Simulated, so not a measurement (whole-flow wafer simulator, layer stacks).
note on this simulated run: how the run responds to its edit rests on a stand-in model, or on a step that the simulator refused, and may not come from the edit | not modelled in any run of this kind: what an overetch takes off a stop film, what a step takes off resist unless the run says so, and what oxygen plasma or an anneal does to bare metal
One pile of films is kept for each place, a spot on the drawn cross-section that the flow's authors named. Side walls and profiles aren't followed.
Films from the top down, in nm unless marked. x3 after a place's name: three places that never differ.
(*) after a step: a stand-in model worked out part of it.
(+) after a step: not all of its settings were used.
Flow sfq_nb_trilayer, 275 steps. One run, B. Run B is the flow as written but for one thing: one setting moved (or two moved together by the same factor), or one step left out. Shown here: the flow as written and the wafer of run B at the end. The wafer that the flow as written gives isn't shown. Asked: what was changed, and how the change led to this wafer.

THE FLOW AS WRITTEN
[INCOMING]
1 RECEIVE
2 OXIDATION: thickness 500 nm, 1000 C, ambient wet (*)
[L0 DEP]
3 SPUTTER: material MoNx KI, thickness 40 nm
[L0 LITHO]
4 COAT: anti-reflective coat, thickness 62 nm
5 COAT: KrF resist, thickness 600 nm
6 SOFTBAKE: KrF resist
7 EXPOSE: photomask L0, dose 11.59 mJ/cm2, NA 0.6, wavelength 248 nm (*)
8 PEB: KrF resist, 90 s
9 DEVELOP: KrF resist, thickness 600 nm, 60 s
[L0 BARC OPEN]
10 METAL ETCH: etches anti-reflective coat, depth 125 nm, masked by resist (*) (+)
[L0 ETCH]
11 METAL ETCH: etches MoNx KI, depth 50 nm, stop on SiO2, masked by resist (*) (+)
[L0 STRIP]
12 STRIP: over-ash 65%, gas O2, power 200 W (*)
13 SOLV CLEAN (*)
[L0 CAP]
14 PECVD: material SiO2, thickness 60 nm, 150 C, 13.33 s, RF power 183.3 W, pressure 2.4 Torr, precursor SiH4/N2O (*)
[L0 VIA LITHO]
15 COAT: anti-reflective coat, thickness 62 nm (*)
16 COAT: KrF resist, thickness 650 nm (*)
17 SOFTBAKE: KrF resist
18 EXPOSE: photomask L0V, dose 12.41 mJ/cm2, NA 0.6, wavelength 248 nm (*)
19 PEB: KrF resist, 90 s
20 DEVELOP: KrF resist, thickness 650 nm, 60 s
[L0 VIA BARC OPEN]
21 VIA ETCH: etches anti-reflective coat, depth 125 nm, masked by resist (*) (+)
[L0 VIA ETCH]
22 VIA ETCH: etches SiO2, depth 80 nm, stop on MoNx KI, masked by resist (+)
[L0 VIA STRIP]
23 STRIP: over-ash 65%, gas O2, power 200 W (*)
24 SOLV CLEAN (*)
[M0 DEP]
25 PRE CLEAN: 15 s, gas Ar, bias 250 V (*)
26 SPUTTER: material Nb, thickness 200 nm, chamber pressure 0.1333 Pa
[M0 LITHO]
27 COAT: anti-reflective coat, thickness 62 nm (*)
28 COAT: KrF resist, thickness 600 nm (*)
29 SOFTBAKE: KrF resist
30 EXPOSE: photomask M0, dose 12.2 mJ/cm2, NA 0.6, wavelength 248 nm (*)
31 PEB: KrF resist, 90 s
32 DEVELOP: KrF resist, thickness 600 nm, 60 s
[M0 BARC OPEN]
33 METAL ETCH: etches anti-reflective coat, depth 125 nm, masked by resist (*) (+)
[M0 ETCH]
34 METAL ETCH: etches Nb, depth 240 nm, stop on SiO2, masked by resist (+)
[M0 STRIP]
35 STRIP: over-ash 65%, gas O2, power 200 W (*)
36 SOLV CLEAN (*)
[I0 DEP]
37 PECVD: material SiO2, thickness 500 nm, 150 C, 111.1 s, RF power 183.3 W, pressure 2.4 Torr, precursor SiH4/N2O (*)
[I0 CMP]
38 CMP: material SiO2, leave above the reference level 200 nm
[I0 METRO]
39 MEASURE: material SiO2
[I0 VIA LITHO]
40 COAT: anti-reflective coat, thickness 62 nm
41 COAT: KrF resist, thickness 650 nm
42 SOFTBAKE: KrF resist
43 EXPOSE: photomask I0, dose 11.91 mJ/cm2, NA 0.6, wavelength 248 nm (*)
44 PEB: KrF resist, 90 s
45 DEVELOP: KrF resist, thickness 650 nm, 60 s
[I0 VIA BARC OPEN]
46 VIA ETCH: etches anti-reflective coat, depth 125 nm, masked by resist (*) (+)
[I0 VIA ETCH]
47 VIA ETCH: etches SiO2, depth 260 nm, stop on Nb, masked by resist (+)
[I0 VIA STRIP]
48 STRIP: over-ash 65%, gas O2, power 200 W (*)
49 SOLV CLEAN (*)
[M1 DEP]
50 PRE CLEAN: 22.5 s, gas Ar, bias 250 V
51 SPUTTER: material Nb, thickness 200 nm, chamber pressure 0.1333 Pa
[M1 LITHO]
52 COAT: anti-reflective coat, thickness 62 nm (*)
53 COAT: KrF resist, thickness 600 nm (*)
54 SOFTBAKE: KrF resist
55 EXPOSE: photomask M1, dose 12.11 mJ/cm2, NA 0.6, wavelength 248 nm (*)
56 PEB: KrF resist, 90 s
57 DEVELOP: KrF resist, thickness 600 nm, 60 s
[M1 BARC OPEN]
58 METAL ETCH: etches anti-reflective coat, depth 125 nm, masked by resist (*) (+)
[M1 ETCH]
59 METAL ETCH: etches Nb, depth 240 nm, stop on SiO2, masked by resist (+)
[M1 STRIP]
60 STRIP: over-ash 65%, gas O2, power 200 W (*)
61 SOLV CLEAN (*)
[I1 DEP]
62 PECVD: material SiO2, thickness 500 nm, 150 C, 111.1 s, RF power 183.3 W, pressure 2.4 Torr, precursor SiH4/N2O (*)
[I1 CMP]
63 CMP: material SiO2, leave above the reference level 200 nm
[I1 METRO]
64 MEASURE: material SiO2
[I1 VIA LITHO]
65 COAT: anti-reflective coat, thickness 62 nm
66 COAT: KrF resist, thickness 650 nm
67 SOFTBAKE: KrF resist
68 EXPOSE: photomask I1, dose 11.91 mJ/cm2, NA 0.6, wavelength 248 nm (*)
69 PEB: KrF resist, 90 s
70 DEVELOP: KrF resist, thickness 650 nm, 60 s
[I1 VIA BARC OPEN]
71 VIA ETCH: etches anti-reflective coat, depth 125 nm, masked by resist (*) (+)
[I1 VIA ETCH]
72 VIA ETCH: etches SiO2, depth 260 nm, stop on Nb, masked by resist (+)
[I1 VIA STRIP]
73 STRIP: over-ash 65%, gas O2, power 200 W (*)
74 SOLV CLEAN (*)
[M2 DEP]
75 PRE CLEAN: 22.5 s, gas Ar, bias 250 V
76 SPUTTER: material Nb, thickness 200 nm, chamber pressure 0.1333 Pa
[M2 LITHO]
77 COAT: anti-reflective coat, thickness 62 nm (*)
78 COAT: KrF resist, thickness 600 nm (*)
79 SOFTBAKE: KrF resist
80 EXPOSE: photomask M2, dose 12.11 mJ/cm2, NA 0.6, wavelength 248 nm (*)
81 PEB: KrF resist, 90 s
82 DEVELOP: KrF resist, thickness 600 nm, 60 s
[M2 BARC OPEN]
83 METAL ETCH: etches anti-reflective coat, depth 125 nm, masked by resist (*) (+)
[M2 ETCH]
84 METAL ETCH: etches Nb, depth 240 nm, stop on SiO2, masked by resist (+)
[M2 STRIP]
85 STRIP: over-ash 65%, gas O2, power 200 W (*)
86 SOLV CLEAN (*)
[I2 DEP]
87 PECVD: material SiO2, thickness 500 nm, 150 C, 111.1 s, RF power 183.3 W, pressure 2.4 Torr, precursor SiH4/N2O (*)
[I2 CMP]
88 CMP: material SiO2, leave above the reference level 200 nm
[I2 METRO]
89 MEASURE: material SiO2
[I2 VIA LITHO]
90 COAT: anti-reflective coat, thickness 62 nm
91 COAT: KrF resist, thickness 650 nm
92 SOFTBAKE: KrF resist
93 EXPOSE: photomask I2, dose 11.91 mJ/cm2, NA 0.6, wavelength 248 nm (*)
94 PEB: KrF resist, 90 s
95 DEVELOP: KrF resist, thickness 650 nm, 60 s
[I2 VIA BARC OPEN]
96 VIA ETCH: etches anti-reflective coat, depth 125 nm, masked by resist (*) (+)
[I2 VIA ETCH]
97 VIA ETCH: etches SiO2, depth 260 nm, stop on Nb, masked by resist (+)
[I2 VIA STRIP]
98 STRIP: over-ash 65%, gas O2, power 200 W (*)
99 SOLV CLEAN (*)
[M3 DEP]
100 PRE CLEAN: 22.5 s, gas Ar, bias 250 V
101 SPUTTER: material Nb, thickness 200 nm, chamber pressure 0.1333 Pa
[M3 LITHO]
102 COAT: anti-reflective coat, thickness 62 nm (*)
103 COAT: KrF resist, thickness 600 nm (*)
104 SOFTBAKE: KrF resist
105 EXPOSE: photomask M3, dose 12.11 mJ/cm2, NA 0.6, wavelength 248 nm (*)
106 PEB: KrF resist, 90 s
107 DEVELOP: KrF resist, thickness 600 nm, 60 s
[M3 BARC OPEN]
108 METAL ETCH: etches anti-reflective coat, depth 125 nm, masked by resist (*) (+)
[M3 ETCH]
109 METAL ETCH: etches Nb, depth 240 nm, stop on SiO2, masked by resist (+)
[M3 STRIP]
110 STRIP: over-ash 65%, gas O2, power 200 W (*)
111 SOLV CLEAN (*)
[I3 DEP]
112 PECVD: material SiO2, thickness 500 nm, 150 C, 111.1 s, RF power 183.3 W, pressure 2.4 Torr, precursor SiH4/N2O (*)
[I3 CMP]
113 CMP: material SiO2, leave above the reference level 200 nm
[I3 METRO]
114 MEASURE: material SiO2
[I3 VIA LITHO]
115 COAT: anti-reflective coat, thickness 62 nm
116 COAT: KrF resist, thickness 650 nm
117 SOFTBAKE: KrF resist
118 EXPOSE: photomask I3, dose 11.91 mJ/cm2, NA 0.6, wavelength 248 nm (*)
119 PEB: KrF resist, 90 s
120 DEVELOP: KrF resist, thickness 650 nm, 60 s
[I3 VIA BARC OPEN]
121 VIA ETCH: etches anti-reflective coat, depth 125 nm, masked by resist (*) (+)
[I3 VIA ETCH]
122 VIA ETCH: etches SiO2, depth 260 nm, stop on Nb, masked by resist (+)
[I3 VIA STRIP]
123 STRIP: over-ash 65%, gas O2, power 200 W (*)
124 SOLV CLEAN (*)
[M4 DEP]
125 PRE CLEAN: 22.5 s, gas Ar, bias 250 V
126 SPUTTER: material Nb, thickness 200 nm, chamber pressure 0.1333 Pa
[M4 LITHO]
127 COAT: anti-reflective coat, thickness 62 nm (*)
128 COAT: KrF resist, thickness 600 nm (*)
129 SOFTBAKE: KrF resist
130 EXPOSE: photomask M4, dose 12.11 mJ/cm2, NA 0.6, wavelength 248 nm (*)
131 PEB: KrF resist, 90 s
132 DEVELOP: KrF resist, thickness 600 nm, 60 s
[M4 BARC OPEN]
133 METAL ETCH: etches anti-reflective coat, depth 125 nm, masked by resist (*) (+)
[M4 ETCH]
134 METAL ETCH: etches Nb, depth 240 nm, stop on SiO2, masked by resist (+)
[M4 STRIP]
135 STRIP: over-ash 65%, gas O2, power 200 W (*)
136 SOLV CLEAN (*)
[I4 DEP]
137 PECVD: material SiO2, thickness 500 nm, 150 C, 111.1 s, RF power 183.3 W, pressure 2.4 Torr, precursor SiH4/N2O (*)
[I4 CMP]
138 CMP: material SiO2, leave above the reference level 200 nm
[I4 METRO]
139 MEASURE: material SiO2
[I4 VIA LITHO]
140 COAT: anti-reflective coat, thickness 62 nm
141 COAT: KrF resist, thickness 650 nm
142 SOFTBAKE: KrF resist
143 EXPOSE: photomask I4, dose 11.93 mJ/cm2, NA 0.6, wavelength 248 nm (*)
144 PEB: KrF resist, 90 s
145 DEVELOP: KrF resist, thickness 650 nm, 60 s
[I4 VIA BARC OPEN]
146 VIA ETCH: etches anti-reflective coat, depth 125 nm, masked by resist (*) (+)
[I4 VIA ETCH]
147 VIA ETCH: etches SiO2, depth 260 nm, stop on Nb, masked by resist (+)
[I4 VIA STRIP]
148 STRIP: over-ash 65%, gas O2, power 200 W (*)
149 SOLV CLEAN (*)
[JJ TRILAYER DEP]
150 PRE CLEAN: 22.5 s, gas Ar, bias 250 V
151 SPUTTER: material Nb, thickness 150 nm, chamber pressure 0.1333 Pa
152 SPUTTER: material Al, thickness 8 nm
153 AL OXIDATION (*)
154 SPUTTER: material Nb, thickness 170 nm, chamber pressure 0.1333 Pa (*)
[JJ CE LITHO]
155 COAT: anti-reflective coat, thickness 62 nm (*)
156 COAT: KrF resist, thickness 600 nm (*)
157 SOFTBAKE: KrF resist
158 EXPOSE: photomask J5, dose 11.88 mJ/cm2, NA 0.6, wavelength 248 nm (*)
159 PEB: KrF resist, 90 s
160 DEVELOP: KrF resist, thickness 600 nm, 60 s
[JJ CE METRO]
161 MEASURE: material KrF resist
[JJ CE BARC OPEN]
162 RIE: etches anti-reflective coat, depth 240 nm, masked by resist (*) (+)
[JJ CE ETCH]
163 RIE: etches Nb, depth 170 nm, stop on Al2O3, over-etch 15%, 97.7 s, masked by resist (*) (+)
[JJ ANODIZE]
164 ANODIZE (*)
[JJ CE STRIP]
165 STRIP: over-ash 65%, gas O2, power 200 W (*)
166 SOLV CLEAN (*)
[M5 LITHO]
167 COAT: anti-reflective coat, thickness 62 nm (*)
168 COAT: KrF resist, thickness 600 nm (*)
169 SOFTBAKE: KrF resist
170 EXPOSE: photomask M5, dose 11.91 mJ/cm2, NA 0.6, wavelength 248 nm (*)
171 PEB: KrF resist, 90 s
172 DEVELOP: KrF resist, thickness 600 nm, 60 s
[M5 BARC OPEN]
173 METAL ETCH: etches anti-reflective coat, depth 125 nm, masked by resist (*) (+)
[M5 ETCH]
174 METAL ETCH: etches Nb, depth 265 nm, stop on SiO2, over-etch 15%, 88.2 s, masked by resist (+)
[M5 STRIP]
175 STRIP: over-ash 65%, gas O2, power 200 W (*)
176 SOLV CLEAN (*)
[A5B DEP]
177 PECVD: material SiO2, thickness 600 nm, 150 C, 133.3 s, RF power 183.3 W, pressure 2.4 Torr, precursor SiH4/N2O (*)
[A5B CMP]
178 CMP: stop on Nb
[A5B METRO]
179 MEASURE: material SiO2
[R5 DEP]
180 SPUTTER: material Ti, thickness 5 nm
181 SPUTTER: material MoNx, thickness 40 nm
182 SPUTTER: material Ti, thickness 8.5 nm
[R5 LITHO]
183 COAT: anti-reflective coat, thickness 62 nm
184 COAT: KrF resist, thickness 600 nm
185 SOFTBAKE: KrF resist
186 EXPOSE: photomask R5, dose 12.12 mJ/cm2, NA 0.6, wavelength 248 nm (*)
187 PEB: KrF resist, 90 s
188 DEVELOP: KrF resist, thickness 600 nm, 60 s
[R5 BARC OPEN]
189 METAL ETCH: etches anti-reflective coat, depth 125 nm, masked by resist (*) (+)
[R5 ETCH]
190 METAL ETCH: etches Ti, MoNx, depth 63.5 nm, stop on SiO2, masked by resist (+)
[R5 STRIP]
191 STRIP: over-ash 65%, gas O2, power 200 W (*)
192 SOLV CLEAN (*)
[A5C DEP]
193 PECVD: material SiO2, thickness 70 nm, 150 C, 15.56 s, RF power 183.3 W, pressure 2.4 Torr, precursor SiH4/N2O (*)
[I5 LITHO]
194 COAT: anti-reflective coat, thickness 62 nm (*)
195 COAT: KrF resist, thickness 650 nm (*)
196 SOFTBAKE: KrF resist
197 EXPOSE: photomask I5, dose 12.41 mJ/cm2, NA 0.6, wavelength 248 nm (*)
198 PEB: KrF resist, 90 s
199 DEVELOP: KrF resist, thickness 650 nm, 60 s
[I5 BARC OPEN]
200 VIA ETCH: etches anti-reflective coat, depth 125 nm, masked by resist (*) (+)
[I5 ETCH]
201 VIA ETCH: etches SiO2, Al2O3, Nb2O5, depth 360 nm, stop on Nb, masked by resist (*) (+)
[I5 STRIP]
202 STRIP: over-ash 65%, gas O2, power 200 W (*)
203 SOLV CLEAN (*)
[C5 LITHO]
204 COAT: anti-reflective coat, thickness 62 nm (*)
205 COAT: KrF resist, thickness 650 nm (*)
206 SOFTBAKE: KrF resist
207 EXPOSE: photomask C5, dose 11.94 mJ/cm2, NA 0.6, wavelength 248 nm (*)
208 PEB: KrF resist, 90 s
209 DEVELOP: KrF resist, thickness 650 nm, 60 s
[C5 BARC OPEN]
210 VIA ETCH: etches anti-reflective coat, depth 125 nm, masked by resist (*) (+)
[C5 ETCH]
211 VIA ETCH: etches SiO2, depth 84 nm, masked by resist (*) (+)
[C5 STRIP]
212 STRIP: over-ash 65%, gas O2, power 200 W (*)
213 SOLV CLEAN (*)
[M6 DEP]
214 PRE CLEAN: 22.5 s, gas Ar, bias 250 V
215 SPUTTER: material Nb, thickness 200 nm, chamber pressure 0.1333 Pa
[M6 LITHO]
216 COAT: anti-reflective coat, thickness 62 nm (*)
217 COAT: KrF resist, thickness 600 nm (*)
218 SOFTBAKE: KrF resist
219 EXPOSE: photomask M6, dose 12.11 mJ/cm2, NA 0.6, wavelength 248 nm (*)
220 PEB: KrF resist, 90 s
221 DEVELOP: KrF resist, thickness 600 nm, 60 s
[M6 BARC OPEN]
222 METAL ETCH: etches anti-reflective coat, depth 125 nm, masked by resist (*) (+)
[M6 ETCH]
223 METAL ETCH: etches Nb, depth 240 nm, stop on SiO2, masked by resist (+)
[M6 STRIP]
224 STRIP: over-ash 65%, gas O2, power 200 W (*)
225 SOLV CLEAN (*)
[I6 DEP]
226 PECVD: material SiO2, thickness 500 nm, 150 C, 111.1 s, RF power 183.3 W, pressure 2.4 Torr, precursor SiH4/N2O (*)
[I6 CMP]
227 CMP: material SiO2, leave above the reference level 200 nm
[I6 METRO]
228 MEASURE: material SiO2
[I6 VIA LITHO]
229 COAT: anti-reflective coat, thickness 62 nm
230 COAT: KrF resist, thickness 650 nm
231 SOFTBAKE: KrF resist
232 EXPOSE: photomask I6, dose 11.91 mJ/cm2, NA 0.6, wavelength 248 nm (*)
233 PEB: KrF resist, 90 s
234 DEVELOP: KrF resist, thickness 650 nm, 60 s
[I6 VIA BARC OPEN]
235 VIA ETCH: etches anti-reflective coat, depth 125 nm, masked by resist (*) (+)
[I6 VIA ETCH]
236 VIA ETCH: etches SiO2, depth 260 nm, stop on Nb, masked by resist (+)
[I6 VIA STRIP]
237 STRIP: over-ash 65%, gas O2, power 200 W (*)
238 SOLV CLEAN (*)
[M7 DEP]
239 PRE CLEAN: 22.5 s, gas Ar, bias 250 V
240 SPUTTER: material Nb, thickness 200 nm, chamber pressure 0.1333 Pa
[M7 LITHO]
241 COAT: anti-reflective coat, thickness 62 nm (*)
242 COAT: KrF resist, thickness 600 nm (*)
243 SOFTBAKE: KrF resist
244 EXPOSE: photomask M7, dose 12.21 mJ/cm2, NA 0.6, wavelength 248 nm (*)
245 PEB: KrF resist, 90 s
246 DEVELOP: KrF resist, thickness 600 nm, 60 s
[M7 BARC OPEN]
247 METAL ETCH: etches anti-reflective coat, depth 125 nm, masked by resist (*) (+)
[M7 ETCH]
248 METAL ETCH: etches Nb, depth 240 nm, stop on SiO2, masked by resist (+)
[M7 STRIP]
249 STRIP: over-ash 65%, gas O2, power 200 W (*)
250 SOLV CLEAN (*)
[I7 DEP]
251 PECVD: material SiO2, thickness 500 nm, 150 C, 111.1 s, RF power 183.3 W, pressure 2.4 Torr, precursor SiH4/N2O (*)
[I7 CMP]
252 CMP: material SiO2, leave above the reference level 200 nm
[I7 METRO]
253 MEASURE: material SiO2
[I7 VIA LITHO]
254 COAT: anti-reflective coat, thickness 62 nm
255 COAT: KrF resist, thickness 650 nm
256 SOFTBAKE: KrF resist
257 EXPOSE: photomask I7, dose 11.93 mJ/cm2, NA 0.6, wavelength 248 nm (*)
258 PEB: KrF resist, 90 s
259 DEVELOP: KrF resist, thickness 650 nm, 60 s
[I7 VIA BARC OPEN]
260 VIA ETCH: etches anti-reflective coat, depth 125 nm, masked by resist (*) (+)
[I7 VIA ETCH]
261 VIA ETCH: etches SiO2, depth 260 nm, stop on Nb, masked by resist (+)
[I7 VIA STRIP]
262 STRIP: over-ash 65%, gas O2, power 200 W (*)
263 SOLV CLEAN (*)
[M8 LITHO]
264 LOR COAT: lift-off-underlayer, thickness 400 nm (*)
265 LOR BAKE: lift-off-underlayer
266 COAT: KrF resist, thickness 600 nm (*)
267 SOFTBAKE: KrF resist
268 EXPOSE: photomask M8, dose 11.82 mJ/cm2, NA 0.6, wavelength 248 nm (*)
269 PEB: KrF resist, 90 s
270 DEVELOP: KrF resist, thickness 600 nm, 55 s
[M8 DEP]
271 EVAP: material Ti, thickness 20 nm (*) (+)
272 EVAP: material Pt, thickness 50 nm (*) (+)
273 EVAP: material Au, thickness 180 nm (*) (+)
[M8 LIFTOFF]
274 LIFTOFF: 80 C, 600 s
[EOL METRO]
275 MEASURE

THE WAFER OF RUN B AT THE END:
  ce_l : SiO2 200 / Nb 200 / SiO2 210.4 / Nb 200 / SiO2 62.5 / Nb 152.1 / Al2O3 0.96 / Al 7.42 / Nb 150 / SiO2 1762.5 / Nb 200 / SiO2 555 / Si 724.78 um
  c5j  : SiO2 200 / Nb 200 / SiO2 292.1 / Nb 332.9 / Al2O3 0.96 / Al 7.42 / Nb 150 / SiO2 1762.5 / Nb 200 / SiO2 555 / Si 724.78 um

The cause: step 190, METAL ETCH: depth 71.4 nm was run, where the flow has depth 63.5 nm.

How the change led to this, step by step:
  190 METAL ETCH: etches Ti, MoNx, depth 63.5 nm, stop on SiO2, masked by resist (+)
      be_r, r_sur, res, r_end, r5r_line_l, r5r_line_c, r5r_line_r: KrF resist -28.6 (as written it would be: KrF resist -25.4)
      ce_l, c5j, ce_r, wl_jj: Ti -8.5 (all of it), MoNx -40 (all of it), Ti -5 (all of it), Nb -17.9 (as written it would be: Ti -8.5 (all of it), MoNx -40 (all of it), Ti -5 (all of it), Nb -10)
  194 COAT: anti-reflective coat, thickness 62 nm (*)
      wl_j_sl, wl_j_sr: anti-reflective coat +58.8 (new film) (as written it would be: anti-reflective coat +60.2 (new film))
      jj_sur: anti-reflective coat +59.4 (new film) (as written it would be: anti-reflective coat +60.8 (new film))
      (and at 5 more places)
  202 STRIP: over-ash 65%, gas O2, power 200 W (*)
      wl_j_sl, wl_j_sr: KrF resist -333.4 (all of it), anti-reflective coat -58.8 (all of it) (as written it would be: KrF resist -333.3 (all of it), anti-reflective coat -60.2 (all of it))
      jj_sur: KrF resist -337.4 (all of it), anti-reflective coat -59.4 (all of it) (as written it would be: KrF resist -337.2 (all of it), anti-reflective coat -60.8 (all of it))
      (and at 5 more places)
  204 COAT: anti-reflective coat, thickness 62 nm (*)
      wl_j_sl, wl_j_sr: anti-reflective coat +58.8 (new film) (as written it would be: anti-reflective coat +60.2 (new film))
      jj_sur: anti-reflective coat +58.1 (new film) (as written it would be: anti-reflective coat +59.5 (new film))
      (and at 5 more places)
  210 VIA ETCH: etches anti-reflective coat, depth 125 nm, masked by resist (*) (+)
      c5j: anti-reflective coat -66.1 (all of it), SiO2 -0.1 (as written it would be: anti-reflective coat -63.9 (all of it), SiO2 -0.11)
  212 STRIP: over-ash 65%, gas O2, power 200 W (*)
      wl_j_sl, wl_j_sr: KrF resist -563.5 (all of it), anti-reflective coat -58.8 (all of it) (as written it would be: KrF resist -563.4 (all of it), anti-reflective coat -60.2 (all of it))
      jj_sur: KrF resist -562.1 (all of it), anti-reflective coat -58.1 (all of it) (as written it would be: KrF resist -562 (all of it), anti-reflective coat -59.5 (all of it))
      (and at 4 more places)
  216 COAT: anti-reflective coat, thickness 62 nm (*)
      wl_j_sl, wl_j_sr: anti-reflective coat +58.8 (new film) (as written it would be: anti-reflective coat +60.2 (new film))
      jj_sur: anti-reflective coat +54.5 (new film) (as written it would be: anti-reflective coat +56.1 (new film))
      (and at 5 more places)
  224 STRIP: over-ash 65%, gas O2, power 200 W (*)
      wl_j_sl, wl_j_sr: KrF resist -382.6 (all of it), anti-reflective coat -58.8 (all of it) (as written it would be: KrF resist -382.5 (all of it), anti-reflective coat -60.2 (all of it))
      jj_sur: KrF resist -378.8 (all of it), anti-reflective coat -54.5 (all of it) (as written it would be: KrF resist -378.5 (all of it), anti-reflective coat -56.1 (all of it))
      (and at 5 more places)
  227 CMP: material SiO2, leave above the reference level 200 nm
      ce_l, ce_r, wl_jj: SiO2 -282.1 (as written it would be: SiO2 -290)
      c5j: SiO2 -215.1 (as written it would be: SiO2 -223)
